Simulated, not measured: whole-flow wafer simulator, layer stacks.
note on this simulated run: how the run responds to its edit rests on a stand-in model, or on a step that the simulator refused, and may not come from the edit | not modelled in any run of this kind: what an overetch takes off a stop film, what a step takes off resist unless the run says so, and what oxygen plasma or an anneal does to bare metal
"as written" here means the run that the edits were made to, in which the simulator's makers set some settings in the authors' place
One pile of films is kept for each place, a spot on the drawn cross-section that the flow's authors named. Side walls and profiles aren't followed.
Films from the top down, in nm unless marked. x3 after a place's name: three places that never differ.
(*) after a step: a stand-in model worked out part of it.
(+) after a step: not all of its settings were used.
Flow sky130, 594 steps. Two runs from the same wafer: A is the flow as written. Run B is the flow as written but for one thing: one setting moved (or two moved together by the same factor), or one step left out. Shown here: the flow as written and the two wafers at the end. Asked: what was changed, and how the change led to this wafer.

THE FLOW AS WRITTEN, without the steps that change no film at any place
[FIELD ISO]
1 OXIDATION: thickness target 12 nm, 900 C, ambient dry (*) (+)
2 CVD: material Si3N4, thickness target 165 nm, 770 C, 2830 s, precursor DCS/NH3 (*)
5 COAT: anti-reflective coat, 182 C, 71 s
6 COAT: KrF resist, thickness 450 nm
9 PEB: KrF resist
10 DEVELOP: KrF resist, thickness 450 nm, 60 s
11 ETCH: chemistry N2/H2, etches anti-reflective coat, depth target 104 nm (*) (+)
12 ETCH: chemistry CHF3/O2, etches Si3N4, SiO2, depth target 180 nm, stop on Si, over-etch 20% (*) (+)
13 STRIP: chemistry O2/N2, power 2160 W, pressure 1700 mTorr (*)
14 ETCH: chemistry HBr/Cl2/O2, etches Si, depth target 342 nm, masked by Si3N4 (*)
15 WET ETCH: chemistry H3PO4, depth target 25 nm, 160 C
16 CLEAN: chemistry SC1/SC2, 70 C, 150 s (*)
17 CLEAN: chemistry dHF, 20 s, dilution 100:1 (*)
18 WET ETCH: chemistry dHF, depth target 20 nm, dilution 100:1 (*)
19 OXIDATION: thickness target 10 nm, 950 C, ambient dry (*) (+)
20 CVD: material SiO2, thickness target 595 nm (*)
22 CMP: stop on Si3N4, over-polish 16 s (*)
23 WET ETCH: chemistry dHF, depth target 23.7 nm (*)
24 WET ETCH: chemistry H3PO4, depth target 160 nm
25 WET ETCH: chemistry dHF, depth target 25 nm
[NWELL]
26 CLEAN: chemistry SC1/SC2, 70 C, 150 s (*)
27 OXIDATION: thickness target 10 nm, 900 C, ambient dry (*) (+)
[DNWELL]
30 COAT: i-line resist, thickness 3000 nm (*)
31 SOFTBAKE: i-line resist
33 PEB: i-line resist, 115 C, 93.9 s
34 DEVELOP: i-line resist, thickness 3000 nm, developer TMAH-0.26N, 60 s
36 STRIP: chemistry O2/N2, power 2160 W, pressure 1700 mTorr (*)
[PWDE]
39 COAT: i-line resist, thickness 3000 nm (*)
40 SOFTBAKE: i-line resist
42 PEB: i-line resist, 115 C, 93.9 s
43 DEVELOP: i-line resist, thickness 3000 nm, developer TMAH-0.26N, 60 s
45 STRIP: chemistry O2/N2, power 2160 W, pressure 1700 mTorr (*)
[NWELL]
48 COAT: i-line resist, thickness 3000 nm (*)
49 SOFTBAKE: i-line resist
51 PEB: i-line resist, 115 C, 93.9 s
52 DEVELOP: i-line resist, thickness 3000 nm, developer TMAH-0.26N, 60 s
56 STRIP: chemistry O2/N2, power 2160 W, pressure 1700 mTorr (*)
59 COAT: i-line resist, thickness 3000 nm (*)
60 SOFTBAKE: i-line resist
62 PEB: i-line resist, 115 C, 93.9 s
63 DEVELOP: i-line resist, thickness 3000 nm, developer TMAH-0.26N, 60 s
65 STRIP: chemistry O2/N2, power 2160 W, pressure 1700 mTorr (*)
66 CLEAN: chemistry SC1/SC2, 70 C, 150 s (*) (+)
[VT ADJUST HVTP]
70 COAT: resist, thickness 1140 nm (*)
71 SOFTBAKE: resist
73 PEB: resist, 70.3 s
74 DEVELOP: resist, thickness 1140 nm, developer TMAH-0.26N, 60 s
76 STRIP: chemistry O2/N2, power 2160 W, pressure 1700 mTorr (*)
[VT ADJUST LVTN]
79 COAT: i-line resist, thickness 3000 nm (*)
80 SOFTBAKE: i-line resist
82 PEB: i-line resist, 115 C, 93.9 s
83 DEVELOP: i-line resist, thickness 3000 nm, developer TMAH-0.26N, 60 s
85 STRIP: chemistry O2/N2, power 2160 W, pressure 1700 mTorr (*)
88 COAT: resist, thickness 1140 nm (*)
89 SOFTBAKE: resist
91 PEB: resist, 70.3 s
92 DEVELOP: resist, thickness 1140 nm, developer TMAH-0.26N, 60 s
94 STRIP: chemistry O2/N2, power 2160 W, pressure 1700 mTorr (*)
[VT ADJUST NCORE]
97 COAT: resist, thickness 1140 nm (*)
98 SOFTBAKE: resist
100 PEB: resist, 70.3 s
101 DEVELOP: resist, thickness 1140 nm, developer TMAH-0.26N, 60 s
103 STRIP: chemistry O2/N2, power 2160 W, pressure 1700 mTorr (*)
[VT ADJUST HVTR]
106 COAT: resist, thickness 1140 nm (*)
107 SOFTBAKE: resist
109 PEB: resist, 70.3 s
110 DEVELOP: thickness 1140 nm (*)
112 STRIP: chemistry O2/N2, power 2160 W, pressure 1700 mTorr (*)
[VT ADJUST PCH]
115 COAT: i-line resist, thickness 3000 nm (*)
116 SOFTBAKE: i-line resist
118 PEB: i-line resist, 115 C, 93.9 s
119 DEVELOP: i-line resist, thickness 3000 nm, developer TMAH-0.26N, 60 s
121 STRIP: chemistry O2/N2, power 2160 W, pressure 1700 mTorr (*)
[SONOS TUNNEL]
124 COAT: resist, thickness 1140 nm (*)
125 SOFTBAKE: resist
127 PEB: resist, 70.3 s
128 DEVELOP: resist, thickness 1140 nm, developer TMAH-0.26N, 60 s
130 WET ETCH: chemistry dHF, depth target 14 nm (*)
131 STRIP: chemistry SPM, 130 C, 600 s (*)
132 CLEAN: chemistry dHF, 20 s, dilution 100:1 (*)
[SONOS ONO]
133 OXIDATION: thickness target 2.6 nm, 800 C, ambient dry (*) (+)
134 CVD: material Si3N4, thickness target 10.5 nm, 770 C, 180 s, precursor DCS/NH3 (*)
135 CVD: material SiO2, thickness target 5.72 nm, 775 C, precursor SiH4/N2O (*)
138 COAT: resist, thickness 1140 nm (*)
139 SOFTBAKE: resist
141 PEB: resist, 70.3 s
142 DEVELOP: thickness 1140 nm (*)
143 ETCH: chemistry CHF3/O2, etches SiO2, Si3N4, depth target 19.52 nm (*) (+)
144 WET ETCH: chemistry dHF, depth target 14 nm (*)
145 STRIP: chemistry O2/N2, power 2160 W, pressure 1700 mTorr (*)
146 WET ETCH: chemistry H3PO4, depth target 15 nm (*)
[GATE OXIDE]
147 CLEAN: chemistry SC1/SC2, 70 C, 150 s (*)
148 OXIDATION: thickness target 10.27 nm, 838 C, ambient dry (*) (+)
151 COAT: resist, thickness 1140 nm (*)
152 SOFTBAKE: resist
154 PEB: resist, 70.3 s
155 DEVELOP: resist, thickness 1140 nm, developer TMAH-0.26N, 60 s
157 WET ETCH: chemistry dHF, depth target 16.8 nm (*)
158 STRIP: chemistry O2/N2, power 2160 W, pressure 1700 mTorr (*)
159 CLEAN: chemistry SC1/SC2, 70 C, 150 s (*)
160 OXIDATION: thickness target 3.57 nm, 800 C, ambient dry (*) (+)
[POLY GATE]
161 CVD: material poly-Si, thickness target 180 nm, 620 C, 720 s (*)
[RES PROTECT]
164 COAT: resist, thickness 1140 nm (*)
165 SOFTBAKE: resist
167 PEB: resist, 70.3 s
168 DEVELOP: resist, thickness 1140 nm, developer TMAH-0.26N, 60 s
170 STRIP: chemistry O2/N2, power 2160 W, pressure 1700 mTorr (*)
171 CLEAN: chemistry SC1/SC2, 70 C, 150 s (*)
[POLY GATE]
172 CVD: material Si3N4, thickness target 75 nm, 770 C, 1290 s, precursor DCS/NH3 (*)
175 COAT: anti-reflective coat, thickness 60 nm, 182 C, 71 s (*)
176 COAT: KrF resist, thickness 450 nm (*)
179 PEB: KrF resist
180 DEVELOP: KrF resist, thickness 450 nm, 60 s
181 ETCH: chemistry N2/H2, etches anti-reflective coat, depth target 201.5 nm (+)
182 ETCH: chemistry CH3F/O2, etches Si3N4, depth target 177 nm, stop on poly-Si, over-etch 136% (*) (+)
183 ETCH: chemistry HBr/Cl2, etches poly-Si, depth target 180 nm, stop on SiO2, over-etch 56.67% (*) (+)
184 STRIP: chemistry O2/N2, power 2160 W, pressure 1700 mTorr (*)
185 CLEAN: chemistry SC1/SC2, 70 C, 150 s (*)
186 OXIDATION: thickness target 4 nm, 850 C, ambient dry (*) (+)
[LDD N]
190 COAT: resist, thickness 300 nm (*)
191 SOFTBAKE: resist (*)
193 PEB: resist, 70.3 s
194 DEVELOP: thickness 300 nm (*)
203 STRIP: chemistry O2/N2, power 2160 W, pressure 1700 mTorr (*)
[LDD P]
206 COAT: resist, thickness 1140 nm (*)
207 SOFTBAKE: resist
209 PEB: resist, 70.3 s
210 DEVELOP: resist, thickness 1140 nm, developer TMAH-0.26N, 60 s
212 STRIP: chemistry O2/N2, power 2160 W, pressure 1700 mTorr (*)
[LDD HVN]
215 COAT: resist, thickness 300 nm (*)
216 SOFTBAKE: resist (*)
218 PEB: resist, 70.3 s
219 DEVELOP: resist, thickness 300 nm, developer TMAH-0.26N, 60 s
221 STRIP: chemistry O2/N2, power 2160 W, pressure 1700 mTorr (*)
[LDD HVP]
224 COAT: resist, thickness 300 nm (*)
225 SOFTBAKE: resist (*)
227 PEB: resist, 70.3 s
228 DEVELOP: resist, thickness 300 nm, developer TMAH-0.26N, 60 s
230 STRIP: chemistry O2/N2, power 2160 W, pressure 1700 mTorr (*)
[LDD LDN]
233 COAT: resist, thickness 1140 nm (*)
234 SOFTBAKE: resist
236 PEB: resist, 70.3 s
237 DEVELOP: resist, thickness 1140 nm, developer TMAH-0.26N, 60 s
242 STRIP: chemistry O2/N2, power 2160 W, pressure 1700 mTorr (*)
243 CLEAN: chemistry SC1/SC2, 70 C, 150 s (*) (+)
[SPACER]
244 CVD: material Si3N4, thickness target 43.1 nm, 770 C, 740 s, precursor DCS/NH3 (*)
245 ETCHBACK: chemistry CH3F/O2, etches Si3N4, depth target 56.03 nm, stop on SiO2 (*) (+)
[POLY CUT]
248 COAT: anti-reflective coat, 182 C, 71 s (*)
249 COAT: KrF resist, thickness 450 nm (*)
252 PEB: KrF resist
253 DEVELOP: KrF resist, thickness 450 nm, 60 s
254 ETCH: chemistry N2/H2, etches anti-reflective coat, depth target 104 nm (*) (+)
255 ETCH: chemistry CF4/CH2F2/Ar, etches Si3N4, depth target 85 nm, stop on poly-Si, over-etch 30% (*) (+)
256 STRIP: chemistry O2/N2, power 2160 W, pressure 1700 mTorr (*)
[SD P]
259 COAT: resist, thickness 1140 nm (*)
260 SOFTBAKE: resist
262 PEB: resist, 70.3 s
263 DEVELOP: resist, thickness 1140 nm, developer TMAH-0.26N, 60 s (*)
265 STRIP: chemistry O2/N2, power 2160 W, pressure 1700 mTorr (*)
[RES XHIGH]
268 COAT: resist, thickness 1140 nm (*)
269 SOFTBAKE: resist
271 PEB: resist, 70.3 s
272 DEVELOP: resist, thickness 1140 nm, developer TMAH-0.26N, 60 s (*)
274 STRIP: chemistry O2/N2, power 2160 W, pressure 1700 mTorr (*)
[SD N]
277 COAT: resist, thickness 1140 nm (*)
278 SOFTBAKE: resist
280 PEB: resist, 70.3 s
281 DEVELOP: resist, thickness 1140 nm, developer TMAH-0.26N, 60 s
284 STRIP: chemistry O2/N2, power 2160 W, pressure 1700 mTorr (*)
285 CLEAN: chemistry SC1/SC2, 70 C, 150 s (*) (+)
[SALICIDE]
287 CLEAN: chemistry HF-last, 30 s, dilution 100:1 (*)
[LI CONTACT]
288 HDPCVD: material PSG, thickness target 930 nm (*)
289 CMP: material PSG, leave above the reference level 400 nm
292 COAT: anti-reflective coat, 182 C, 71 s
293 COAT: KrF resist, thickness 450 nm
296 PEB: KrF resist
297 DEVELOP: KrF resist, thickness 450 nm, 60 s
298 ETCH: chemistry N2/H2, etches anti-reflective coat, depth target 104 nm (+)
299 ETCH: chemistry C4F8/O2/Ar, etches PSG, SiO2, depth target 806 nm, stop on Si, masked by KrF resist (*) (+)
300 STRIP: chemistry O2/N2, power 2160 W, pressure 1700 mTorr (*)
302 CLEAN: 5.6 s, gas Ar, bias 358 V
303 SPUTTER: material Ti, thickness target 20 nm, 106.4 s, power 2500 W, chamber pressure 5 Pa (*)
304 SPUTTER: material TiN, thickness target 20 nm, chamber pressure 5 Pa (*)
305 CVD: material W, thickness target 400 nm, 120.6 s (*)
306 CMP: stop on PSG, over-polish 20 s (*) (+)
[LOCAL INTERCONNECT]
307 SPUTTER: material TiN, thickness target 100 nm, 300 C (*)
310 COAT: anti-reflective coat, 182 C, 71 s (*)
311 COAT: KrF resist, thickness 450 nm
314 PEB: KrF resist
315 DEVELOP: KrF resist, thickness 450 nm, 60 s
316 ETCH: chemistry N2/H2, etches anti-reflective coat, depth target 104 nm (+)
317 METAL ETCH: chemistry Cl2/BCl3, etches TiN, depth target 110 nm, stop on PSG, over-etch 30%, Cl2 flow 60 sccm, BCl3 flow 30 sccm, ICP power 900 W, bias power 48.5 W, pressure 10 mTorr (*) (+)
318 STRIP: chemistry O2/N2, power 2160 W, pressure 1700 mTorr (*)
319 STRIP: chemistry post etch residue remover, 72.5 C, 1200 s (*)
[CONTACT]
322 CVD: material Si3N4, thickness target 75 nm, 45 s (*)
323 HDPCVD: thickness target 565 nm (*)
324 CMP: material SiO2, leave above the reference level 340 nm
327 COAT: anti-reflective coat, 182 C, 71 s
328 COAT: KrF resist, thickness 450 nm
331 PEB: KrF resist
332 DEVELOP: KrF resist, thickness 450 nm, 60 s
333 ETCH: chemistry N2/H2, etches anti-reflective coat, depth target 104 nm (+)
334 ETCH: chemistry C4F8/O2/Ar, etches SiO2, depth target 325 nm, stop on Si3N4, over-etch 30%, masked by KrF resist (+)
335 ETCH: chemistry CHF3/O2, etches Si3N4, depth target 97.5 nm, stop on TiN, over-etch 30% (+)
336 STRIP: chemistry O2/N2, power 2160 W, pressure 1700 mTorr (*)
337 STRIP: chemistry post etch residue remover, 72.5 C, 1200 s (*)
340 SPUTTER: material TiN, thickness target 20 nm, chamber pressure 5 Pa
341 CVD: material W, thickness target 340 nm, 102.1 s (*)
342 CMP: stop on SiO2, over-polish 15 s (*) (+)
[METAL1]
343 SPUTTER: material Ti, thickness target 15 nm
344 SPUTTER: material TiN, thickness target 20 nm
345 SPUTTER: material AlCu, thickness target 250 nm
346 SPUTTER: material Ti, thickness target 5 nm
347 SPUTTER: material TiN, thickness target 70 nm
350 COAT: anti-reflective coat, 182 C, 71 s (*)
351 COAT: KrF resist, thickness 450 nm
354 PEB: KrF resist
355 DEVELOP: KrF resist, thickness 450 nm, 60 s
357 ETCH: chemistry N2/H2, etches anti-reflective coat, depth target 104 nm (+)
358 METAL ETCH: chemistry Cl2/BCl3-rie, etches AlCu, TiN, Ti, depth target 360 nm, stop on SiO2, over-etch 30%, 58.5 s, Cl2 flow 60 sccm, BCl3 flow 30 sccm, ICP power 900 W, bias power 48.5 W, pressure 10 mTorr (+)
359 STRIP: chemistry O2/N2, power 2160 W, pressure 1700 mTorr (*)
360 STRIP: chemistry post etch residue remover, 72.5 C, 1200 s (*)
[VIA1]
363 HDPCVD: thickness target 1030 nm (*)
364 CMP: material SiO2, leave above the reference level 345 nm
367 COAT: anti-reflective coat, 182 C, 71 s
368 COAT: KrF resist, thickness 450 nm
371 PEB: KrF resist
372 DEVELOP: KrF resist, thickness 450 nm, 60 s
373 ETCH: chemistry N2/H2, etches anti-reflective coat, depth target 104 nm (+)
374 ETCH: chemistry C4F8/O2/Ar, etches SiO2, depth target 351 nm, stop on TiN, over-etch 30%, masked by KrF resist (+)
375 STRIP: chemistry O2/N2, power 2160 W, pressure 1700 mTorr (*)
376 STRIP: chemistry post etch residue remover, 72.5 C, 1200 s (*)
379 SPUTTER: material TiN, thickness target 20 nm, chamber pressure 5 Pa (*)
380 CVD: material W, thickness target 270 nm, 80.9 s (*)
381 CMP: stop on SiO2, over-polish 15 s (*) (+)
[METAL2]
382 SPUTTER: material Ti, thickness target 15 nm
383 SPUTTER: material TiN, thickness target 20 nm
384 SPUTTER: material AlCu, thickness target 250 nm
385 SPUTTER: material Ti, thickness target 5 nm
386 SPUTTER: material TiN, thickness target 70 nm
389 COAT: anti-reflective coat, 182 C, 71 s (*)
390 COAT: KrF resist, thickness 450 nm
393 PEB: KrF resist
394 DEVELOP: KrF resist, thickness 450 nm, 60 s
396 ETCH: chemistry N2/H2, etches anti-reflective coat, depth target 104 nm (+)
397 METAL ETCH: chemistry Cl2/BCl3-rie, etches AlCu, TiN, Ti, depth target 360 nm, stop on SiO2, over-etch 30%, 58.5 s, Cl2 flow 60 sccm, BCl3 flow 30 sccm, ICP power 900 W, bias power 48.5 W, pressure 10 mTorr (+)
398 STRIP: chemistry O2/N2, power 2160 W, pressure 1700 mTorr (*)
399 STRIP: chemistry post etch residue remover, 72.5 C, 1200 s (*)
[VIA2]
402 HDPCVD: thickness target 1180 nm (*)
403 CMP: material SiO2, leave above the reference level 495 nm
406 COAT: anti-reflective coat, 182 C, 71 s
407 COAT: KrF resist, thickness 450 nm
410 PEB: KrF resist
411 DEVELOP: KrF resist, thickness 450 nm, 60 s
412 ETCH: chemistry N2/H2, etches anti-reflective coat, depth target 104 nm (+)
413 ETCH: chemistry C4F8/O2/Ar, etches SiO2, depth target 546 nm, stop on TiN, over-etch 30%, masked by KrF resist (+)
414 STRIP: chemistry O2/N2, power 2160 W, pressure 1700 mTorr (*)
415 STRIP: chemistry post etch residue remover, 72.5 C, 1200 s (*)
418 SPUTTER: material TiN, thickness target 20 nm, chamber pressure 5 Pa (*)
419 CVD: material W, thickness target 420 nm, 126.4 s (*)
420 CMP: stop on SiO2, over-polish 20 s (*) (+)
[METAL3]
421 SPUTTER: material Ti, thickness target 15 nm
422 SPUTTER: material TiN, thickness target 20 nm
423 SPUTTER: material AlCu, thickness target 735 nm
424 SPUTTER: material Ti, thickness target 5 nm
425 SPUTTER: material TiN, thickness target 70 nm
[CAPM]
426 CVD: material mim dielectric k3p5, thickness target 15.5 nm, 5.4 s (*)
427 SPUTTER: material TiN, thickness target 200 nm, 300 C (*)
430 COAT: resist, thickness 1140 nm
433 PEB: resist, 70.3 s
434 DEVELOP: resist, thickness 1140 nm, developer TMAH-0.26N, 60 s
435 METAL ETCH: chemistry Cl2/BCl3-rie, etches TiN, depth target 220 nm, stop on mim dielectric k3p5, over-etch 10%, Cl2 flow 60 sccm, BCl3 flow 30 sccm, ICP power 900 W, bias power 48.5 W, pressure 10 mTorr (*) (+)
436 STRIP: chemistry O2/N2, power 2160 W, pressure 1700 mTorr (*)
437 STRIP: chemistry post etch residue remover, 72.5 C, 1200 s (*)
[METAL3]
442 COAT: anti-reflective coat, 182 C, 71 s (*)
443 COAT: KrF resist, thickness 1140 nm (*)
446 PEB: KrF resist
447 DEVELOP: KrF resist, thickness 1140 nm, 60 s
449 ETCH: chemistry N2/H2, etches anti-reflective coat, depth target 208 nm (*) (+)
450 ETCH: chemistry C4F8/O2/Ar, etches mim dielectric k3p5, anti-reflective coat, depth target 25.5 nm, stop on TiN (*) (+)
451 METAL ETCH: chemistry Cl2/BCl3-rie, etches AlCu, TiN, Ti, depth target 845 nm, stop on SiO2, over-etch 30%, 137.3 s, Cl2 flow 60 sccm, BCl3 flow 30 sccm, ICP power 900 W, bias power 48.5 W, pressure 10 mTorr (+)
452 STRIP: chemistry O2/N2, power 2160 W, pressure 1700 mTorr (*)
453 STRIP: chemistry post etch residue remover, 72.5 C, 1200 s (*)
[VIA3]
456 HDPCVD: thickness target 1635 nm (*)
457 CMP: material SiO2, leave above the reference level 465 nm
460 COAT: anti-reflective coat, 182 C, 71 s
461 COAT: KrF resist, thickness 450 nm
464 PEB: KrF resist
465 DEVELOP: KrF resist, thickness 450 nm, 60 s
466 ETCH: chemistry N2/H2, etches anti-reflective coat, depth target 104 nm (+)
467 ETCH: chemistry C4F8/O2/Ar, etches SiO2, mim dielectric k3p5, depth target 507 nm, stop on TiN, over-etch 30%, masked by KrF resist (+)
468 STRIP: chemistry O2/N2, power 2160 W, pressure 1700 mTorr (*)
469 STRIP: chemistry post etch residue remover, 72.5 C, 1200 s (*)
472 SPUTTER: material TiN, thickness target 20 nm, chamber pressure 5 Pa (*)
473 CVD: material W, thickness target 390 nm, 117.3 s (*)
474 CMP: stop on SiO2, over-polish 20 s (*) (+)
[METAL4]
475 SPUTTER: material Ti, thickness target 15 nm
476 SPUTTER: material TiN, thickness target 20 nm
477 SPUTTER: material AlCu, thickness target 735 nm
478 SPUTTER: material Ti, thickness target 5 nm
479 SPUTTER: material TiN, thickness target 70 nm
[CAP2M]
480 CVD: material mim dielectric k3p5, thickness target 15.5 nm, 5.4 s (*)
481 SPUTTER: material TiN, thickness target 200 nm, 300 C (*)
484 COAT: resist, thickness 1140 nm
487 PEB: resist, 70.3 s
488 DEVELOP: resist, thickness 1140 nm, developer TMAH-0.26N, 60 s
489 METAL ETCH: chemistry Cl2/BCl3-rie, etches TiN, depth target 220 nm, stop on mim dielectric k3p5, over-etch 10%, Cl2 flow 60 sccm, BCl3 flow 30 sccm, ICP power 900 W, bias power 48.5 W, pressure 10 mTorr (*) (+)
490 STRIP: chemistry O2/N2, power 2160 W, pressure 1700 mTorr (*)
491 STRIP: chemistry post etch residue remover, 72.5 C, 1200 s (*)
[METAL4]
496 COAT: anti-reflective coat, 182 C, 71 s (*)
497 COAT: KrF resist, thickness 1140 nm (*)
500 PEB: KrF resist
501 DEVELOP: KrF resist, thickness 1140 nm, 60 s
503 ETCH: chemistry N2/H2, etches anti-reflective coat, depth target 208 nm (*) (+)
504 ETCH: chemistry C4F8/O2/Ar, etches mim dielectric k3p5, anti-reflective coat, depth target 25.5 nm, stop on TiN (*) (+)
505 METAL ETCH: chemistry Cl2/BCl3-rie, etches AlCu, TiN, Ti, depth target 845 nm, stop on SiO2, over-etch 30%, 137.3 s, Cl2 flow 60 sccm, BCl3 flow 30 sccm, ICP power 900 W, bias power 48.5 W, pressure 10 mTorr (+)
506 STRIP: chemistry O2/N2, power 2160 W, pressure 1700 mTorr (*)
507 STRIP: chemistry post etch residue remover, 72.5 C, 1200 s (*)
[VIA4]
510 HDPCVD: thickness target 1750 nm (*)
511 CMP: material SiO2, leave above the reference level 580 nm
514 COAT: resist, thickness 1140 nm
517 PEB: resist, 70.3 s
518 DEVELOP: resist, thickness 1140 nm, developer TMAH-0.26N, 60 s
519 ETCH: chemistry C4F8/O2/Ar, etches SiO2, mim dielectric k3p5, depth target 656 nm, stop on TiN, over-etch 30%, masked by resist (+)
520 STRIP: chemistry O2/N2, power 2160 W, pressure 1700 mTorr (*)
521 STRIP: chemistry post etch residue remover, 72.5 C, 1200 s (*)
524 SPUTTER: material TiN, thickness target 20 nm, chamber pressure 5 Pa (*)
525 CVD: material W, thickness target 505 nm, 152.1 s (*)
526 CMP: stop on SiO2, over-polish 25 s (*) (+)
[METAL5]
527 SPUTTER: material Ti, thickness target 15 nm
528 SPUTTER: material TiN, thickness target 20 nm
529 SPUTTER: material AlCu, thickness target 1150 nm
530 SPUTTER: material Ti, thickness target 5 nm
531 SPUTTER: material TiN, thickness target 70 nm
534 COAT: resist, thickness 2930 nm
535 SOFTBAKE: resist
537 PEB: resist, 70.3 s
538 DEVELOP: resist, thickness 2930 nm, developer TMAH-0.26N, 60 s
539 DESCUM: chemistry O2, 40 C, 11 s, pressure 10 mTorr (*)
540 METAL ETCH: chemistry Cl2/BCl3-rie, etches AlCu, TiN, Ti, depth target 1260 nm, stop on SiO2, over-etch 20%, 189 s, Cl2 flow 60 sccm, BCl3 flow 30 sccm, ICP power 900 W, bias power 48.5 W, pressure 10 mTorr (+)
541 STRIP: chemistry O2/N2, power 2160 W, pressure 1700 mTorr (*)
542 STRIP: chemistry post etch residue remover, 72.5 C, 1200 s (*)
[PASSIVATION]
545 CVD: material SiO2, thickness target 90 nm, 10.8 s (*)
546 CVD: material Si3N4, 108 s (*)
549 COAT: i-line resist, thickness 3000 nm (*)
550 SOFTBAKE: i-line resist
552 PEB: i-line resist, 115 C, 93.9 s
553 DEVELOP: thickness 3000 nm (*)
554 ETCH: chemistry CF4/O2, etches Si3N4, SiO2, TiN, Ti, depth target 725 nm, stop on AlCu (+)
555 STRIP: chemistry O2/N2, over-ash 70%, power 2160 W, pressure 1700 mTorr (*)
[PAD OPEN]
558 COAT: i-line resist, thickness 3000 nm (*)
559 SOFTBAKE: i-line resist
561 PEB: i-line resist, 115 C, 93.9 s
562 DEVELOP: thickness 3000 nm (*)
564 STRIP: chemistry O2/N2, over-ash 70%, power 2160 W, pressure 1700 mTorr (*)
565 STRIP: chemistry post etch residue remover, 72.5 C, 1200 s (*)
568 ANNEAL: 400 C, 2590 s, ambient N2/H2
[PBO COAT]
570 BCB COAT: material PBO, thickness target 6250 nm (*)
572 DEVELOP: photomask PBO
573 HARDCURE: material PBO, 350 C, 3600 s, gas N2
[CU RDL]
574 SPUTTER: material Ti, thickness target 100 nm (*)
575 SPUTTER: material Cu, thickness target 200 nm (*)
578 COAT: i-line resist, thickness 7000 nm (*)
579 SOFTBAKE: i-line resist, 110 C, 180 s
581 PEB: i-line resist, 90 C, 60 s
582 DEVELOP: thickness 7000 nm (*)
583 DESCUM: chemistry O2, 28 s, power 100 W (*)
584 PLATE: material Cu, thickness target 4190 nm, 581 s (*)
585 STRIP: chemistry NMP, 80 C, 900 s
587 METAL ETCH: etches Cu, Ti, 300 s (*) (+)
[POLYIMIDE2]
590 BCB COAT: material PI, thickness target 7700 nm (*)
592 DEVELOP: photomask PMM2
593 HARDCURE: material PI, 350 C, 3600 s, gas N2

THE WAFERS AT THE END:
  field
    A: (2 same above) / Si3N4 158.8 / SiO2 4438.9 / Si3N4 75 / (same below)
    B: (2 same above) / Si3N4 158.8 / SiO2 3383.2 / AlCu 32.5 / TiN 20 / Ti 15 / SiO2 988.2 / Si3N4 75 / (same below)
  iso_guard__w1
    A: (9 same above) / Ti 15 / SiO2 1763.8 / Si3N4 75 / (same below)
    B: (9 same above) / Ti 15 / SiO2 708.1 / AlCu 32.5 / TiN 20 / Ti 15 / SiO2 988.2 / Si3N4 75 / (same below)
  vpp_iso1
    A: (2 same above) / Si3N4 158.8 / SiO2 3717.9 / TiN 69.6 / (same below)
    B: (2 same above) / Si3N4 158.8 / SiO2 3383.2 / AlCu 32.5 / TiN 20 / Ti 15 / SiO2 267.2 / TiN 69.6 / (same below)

The cause: step 397, METAL ETCH: depth target 219.6 nm was run, where the flow has depth target 360 nm; step 397, METAL ETCH: 35.7 s was run, where the flow has 58.5 s.

How the change led to this, step by step:
  397 METAL ETCH: chemistry Cl2/BCl3-rie, etches AlCu, TiN, Ti, depth target 360 nm, stop on SiO2, over-etch 30%, 58.5 s, Cl2 flow 60 sccm, BCl3 flow 30 sccm, ICP power 900 W, bias power 48.5 W, pressure 10 mTorr (+)
      field, active, gate and 82 more: A TiN -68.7 (all of it), Ti -5 (all of it), AlCu -250 (all of it), TiN -20 (all of it), Ti -15 (all of it), SiO2 -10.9 | B TiN -68.7 (all of it), Ti -5 (all of it), AlCu -211.8
      n_well, p_well, gate_hv and 103 more: A KrF resist -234 | B KrF resist -142.7
  398 STRIP: chemistry O2/N2, power 2160 W, pressure 1700 mTorr (*)
      gate_hv, mim, dice_street and 96 more: A KrF resist -143.8 (all of it), anti-reflective coat -80 (all of it) | B KrF resist -235.1 (all of it), anti-reflective coat -80 (all of it)
      n_well, p_well, sd_n, sd_p, pad: A KrF resist -143.8 (all of it), anti-reflective coat -80 (all of it) | B KrF resist -235 (all of it), anti-reflective coat -80 (all of it)
      (and at 2 more places)
  399 STRIP: chemistry post etch residue remover, 72.5 C, 1200 s (*)
      field, active, gate and 82 more: A nothing | B AlCu -5.72
  402 HDPCVD: thickness target 1180 nm (*)
      field, active, gate and 82 more: A SiO2 +1180 | B SiO2 +1180 (new film)
  403 CMP: material SiO2, leave above the reference level 495 nm
      field, active, gate and 82 more: A SiO2 -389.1 | B SiO2 -467.5
Counting metal films that touch as one body, field has 1 body; the flow as written gives 0 bodies.
Counting metal films that touch as one body, iso_guard__w1 has 2 bodies (between them, from the top down: SiO2 708.1); the flow as written gives 1 body.
Counting metal films that touch as one body, vpp_iso1 has 2 bodies (between them, from the top down: SiO2 267.2); the flow as written gives 1 body.
